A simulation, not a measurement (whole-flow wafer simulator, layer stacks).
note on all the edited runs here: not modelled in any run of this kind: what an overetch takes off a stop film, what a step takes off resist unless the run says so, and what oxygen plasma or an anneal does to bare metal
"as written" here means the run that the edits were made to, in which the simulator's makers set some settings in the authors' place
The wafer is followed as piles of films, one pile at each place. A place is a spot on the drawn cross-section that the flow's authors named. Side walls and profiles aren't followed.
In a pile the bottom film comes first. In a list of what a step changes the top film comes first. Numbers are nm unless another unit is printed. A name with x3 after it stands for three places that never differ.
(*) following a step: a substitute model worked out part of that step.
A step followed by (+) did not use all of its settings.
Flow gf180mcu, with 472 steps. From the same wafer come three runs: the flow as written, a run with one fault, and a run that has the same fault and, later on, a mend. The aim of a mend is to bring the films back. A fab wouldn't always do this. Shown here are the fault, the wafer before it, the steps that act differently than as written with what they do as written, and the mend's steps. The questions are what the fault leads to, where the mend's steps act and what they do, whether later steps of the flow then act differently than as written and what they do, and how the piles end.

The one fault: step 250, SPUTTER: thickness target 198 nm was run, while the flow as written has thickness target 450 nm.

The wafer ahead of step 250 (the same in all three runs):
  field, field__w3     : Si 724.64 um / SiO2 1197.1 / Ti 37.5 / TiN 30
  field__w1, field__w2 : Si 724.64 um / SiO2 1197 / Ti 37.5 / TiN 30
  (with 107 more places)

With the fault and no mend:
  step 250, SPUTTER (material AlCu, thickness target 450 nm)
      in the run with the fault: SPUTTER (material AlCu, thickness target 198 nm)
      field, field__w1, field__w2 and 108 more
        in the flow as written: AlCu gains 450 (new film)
        in the run with the fault: AlCu gains 198 (new film)
  Steps later in the flow that act otherwise than as written:
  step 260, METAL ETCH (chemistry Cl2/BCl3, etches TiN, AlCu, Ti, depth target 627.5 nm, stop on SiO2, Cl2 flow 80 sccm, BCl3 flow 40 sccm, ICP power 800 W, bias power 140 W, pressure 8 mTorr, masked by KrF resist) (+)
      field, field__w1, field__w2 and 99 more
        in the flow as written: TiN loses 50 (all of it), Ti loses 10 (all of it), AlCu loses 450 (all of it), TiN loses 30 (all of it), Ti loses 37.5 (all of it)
        in the run with the fault: TiN loses 50 (all of it), Ti loses 10 (all of it), AlCu loses 198 (all of it), TiN loses 30 (all of it), Ti loses 37.5 (all of it)
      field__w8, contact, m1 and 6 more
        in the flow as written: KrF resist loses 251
        in the run with the fault: KrF resist loses 195.3
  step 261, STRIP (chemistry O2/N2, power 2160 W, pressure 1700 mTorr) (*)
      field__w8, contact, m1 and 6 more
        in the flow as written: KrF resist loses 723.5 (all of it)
        in the run with the fault: KrF resist loses 779.2 (all of it)
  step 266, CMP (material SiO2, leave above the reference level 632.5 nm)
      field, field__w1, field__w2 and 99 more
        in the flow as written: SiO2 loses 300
        in the run with the fault: SiO2 loses 552
  The piles end different from the flow's at field, field__w1, field__w2 and 109 more by more than 2% or 0.5 nm, whichever is larger.
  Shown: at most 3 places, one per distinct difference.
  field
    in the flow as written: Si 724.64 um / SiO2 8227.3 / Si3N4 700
    in the run with the fault: Si 724.64 um / SiO2 7975.3 / Si3N4 700
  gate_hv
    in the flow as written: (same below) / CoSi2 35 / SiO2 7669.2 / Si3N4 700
    in the run with the fault: (same below) / CoSi2 35 / SiO2 7417.2 / Si3N4 700
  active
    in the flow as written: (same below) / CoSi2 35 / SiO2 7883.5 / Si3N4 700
    in the run with the fault: (same below) / CoSi2 35 / SiO2 7631.5 / Si3N4 700

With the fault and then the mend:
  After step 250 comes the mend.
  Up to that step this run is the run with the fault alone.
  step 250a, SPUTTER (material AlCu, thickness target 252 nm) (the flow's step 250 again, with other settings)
      field, field__w1, field__w2 and 108 more
        AlCu gains 252
  Later steps of the flow that are run all act as written at every place that is followed.
  The piles end the same as the flow's at every place that both follow.
